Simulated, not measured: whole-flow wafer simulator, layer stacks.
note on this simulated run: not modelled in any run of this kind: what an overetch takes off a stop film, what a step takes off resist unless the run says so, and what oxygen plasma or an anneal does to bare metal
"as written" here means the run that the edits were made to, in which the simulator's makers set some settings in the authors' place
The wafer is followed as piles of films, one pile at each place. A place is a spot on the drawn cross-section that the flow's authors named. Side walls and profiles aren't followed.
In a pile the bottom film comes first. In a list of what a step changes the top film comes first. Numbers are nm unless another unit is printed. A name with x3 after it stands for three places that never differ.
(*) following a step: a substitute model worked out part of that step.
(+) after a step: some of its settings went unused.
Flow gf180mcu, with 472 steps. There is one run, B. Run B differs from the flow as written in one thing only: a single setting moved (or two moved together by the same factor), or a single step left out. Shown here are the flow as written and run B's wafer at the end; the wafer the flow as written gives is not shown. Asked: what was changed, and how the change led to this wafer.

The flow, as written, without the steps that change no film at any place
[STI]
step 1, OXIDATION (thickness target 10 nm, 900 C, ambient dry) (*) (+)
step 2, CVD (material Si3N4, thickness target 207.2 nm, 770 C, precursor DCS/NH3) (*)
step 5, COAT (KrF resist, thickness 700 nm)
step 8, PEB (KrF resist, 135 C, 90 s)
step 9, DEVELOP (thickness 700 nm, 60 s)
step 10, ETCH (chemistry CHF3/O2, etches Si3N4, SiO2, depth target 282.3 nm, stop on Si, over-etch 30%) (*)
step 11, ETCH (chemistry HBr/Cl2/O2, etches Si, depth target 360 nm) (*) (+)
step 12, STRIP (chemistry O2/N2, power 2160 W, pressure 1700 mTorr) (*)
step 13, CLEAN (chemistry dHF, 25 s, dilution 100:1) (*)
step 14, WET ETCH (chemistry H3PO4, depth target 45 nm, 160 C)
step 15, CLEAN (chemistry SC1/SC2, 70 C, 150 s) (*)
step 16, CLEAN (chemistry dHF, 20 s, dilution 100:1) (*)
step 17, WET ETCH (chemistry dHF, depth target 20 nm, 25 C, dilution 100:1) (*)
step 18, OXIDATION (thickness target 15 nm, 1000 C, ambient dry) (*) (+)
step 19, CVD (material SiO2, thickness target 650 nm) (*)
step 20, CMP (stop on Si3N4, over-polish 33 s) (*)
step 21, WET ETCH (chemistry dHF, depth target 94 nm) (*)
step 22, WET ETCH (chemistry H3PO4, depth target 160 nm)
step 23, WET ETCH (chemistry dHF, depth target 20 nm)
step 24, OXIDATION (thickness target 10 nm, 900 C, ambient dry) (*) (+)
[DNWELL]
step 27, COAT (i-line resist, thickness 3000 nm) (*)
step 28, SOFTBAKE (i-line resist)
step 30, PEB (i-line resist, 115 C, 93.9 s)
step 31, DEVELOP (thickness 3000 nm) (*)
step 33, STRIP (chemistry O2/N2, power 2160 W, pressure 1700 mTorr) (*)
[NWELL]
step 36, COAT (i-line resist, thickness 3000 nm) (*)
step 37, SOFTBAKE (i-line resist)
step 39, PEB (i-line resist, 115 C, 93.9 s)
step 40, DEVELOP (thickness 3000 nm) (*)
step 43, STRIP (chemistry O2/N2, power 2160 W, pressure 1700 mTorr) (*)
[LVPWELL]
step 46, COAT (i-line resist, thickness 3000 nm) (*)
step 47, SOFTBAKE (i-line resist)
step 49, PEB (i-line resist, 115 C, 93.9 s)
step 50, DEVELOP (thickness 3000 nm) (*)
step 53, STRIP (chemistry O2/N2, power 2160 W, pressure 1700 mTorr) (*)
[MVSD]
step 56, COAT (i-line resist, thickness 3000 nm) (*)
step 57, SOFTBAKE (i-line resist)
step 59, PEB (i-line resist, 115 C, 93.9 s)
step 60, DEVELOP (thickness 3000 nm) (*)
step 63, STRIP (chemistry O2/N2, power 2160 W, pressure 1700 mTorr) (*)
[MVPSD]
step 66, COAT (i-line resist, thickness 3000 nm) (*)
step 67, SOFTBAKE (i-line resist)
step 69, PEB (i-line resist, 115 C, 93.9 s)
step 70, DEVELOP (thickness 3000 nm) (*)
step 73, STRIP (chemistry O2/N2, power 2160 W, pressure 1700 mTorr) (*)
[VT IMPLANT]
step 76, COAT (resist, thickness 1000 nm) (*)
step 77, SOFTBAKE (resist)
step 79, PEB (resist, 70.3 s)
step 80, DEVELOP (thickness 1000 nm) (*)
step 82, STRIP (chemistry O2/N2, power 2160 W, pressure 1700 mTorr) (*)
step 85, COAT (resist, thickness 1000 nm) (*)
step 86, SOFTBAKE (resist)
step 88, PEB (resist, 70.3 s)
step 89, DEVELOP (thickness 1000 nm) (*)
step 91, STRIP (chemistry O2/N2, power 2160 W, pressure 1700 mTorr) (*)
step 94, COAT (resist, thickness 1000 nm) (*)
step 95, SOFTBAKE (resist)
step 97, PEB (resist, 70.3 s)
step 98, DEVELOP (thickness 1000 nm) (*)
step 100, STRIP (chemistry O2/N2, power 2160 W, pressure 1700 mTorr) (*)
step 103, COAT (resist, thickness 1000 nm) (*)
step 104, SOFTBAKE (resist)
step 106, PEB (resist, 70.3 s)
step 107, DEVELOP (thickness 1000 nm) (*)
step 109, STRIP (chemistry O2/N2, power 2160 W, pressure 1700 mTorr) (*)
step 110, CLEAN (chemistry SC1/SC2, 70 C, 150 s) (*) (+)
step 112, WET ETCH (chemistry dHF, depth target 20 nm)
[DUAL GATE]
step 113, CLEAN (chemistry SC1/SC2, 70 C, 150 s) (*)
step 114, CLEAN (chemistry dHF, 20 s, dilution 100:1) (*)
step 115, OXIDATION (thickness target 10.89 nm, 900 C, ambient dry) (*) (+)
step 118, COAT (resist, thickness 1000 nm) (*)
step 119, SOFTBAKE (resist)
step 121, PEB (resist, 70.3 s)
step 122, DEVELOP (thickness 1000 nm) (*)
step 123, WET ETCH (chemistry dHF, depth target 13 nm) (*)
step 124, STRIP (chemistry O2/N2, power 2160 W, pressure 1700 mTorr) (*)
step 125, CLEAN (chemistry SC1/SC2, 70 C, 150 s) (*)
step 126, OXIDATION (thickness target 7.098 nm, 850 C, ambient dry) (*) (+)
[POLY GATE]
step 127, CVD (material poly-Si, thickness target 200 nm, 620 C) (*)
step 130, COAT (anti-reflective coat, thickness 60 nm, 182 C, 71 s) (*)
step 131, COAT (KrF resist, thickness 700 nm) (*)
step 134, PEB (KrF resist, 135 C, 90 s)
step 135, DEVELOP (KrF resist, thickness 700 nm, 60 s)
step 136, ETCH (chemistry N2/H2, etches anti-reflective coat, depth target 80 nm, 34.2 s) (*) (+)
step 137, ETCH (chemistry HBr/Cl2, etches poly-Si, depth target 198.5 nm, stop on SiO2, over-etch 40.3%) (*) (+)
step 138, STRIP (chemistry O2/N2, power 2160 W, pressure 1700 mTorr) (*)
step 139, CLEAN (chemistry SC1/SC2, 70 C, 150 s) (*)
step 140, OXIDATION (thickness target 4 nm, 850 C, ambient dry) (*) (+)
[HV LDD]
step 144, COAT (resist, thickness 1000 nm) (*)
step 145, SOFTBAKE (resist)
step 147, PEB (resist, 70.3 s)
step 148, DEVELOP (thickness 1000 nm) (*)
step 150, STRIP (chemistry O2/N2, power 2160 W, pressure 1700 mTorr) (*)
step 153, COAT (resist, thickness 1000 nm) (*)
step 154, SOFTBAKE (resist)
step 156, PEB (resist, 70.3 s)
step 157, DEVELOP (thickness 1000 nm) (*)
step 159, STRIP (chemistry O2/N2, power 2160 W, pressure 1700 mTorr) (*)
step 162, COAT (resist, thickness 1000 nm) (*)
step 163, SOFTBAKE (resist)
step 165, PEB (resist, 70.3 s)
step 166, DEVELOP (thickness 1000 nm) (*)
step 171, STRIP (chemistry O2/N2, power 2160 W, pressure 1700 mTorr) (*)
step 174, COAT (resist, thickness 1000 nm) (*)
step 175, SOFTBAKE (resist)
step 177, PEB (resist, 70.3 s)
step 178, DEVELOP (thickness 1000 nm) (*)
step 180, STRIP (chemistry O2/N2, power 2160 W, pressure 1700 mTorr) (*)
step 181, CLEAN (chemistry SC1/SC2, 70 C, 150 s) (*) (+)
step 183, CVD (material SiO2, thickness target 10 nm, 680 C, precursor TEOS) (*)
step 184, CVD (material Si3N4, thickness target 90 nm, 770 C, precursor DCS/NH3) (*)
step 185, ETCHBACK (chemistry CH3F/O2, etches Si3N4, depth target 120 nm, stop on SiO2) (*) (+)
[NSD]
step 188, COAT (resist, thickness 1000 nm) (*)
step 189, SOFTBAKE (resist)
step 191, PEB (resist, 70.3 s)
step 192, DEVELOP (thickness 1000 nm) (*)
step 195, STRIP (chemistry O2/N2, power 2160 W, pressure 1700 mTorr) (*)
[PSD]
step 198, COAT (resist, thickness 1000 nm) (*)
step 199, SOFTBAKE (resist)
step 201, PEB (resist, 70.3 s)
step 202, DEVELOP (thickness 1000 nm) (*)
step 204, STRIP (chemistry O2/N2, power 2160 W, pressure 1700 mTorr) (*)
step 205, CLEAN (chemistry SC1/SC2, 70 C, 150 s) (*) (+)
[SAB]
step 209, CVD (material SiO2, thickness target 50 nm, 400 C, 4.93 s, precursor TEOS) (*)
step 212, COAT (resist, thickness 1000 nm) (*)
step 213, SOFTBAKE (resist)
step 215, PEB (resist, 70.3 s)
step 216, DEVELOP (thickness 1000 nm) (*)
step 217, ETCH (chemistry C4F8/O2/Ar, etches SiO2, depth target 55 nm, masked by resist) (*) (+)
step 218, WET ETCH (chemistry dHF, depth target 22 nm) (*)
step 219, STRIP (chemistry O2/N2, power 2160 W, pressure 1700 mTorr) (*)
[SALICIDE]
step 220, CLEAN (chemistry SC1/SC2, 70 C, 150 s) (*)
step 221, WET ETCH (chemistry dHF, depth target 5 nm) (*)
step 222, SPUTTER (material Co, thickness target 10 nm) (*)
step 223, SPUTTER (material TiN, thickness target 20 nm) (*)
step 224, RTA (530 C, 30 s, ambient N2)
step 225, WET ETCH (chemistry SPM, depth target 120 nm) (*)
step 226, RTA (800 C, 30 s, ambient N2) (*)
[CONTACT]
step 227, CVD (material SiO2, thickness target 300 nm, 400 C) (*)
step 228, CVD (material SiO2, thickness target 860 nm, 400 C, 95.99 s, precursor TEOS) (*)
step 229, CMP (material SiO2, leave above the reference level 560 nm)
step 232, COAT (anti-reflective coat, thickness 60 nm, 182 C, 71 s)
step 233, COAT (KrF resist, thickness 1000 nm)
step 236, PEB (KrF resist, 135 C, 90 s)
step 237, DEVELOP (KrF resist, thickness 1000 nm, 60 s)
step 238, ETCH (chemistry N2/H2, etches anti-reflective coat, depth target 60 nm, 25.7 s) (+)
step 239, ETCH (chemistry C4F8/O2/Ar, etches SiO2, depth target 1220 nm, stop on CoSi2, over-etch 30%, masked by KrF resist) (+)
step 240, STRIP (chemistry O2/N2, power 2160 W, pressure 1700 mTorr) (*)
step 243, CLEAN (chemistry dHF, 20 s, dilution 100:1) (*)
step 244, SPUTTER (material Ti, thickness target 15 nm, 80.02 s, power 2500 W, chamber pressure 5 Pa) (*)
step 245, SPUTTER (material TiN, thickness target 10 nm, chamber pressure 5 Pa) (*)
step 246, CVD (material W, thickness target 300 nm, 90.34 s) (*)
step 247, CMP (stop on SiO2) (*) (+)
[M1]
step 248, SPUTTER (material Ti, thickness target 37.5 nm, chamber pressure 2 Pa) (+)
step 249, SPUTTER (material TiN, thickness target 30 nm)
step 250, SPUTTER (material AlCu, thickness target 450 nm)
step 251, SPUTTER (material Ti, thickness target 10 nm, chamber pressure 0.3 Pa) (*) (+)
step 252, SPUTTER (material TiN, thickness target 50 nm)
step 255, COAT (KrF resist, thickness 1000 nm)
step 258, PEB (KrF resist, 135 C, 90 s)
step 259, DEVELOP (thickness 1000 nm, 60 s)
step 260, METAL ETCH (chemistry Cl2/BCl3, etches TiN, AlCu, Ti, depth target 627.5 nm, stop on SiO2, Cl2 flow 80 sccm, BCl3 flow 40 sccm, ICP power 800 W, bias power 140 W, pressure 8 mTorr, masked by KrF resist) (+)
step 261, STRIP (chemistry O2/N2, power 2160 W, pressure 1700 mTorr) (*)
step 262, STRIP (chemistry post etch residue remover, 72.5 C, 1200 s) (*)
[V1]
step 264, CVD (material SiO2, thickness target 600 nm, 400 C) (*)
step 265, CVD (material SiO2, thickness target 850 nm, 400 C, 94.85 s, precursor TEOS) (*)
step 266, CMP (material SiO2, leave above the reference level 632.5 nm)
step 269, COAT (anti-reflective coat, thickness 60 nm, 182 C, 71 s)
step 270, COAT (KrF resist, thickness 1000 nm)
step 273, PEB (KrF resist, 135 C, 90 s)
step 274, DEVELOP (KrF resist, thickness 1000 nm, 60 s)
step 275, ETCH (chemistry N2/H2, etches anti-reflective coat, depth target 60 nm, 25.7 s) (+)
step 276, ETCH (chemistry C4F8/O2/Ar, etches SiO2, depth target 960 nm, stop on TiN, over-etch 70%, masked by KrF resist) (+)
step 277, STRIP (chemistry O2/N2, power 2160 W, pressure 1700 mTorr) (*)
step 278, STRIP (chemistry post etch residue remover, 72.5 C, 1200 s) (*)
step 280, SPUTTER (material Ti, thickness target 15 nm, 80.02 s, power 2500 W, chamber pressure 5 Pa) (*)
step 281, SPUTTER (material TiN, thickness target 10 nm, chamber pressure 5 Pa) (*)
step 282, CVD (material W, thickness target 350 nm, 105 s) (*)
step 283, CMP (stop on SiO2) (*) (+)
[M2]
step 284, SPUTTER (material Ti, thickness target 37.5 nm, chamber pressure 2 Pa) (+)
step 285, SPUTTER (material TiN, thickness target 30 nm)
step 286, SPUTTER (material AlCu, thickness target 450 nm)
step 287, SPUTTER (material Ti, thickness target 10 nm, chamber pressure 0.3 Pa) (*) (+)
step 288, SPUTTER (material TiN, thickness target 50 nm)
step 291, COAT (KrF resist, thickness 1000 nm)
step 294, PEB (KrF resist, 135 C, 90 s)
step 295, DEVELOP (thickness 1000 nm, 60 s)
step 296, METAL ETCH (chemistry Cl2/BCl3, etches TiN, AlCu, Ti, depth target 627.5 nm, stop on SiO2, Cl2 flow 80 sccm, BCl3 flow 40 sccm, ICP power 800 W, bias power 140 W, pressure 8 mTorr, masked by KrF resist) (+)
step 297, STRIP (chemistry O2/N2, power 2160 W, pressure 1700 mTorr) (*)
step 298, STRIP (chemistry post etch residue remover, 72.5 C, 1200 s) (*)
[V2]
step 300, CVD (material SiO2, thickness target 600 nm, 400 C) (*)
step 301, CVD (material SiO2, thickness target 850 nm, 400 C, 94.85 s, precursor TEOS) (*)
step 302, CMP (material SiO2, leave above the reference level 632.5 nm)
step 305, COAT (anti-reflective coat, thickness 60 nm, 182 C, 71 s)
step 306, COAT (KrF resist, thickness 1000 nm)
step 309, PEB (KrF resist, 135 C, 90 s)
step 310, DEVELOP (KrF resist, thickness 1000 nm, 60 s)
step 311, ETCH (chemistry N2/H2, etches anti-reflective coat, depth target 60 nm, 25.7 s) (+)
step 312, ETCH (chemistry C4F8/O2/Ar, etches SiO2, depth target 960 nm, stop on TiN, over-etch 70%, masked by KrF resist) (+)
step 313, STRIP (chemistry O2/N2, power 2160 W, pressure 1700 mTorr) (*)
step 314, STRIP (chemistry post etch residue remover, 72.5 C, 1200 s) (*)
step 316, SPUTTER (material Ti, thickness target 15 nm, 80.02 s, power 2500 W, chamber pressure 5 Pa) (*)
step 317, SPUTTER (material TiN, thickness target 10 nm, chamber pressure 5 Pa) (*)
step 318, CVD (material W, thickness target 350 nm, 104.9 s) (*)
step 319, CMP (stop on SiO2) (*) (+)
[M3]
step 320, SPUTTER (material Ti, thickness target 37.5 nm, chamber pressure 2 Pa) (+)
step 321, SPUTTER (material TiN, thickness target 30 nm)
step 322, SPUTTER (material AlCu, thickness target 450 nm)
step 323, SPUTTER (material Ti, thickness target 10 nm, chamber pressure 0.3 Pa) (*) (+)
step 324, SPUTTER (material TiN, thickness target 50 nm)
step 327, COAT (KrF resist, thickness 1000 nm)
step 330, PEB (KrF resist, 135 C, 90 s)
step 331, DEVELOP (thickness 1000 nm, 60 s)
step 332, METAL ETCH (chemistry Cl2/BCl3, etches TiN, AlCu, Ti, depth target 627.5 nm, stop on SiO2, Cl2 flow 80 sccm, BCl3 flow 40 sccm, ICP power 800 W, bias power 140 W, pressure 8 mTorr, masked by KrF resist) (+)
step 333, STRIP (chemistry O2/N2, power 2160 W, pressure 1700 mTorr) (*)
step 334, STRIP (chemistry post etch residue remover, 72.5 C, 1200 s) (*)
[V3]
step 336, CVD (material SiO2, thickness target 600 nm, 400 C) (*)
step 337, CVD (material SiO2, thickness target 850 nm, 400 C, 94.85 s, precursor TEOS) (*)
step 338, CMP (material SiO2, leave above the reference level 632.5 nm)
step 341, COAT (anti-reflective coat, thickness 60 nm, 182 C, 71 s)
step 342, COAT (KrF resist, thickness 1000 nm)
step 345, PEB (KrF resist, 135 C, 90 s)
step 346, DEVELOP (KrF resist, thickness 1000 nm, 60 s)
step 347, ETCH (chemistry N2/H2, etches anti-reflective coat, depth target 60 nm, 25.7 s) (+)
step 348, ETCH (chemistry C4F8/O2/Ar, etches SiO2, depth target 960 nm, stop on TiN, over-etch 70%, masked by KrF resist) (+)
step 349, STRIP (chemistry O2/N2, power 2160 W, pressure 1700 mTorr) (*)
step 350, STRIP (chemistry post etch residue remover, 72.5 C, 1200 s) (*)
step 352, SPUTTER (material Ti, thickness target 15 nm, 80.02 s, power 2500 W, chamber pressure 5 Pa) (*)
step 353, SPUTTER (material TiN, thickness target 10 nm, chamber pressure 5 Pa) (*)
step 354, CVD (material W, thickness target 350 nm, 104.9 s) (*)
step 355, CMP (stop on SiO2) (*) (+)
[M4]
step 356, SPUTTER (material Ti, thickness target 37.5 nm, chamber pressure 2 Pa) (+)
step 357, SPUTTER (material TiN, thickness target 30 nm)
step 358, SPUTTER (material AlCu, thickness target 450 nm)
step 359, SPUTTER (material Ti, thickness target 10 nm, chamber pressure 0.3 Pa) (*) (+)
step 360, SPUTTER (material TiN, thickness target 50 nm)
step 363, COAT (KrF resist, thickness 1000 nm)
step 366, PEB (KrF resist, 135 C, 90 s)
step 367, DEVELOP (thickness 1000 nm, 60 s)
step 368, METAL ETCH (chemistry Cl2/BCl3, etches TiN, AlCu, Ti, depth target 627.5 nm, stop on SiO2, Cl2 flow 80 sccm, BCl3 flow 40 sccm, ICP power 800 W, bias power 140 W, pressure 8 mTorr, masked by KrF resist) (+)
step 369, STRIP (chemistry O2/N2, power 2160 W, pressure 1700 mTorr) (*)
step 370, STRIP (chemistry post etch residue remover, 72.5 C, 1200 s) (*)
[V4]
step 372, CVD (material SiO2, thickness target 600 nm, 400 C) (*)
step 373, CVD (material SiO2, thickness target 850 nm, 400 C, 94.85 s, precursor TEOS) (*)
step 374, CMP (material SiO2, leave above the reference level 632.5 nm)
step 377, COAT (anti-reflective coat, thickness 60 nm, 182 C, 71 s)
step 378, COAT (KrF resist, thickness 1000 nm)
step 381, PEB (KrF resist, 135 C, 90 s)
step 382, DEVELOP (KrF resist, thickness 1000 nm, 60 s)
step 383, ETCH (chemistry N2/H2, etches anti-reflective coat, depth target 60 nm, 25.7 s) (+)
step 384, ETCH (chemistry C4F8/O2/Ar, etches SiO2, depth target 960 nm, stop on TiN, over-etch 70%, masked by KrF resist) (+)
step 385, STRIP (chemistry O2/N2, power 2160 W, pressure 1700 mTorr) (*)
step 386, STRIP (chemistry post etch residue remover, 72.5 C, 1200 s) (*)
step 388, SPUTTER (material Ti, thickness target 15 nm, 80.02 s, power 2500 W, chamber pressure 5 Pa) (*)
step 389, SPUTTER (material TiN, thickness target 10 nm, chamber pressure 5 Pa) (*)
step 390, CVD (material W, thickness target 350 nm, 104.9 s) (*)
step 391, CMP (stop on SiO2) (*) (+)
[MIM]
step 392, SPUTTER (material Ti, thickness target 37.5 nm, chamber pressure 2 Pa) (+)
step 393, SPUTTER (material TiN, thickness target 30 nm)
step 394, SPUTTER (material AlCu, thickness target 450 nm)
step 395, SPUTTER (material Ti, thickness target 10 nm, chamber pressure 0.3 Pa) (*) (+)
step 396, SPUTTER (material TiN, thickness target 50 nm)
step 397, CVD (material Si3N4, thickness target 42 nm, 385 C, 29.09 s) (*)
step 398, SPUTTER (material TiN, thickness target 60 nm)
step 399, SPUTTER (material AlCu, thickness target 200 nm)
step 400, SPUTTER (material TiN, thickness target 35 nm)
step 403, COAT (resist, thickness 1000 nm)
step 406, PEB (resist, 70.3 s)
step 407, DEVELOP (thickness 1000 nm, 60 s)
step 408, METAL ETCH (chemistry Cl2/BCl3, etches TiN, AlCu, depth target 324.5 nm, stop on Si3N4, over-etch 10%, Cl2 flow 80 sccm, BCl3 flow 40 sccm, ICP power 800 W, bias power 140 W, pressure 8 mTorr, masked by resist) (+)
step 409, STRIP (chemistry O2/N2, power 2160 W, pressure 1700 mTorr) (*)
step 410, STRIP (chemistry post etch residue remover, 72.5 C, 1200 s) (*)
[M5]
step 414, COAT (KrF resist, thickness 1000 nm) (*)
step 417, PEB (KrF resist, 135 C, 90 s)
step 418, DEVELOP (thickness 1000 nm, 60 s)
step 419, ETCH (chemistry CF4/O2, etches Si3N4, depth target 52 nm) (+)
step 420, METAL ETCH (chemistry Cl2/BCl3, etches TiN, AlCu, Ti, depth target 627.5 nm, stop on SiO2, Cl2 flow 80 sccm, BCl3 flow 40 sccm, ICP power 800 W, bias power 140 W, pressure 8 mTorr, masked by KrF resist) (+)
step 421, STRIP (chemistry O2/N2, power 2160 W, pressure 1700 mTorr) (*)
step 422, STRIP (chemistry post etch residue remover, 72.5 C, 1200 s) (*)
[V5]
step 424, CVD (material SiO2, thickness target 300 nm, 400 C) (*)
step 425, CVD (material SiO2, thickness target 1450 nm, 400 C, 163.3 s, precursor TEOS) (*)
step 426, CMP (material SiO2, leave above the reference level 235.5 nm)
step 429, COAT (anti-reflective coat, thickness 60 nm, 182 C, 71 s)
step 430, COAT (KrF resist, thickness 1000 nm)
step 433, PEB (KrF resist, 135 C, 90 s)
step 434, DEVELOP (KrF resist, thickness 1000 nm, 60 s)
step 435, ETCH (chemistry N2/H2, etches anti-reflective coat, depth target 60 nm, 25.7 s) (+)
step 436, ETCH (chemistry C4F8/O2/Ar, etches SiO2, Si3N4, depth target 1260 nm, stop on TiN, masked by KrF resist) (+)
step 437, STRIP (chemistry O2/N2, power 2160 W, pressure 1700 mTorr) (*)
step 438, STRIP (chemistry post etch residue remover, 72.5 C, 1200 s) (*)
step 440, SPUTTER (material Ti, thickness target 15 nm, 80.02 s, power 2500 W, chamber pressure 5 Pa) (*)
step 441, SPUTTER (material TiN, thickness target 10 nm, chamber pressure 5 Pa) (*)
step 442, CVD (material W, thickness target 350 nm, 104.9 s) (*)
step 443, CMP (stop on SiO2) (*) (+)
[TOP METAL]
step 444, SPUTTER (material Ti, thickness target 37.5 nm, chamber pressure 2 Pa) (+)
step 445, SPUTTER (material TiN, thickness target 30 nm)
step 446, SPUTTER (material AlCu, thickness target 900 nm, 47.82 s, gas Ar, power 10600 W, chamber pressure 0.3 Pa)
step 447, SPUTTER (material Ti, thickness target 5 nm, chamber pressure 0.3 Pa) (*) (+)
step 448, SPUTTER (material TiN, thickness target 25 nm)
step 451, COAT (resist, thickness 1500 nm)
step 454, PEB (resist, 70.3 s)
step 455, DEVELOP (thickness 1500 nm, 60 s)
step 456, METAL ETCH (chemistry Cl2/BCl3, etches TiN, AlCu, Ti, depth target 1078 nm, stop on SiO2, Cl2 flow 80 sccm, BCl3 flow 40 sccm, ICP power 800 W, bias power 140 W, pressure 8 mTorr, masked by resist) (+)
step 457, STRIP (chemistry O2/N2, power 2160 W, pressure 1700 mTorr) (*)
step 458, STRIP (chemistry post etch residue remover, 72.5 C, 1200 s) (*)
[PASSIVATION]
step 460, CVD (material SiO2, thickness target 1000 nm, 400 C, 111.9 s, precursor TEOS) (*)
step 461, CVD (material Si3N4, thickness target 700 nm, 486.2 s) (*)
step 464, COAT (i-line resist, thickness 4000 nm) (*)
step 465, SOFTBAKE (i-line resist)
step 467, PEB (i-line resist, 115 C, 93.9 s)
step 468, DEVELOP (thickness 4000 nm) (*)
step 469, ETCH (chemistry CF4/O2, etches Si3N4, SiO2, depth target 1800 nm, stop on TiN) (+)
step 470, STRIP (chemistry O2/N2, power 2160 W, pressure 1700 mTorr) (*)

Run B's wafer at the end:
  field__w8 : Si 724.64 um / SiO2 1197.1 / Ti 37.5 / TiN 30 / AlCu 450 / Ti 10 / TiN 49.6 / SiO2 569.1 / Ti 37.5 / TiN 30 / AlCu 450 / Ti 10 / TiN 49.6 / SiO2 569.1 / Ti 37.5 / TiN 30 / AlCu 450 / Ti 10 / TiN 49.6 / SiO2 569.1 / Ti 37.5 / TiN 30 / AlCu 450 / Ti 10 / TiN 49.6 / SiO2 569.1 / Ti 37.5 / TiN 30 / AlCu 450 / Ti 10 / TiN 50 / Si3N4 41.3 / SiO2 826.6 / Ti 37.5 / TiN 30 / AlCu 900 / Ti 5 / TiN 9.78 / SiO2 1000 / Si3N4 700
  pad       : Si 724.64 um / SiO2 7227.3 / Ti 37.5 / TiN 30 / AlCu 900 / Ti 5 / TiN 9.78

Cause: step 448, SPUTTER: thickness target 10.2 nm was run, though the flow has thickness target 25 nm.

Step by step, how the change led to this:
  step 448, SPUTTER (material TiN, thickness target 25 nm)
      field, field__w1, field__w2 and 109 more: TiN gains 10.2 (new film) (in the flow as written it would be: TiN gains 25 (new film))
  step 456, METAL ETCH (chemistry Cl2/BCl3, etches TiN, AlCu, Ti, depth target 1078 nm, stop on SiO2, Cl2 flow 80 sccm, BCl3 flow 40 sccm, ICP power 800 W, bias power 140 W, pressure 8 mTorr, masked by resist) (+)
      field, field__w1, field__w2 and 103 more: TiN loses 10.2 (all of it), Ti loses 5 (all of it), AlCu loses 900 (all of it), TiN loses 30 (all of it), Ti loses 37.5 (all of it) (in the flow as written it would be: TiN loses 25 (all of it), Ti loses 5 (all of it), AlCu loses 900 (all of it), TiN loses 30 (all of it), Ti loses 37.5 (all of it))
  step 465, SOFTBAKE (i-line resist)
      field__w2, field_sub__w4: i-line resist gains 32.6 (in the flow as written it would be: i-line resist gains 33.4)
      field__w11, field__w13: i-line resist gains 36.8 (in the flow as written it would be: i-line resist gains 37.6)
      (and at 57 other places as well)
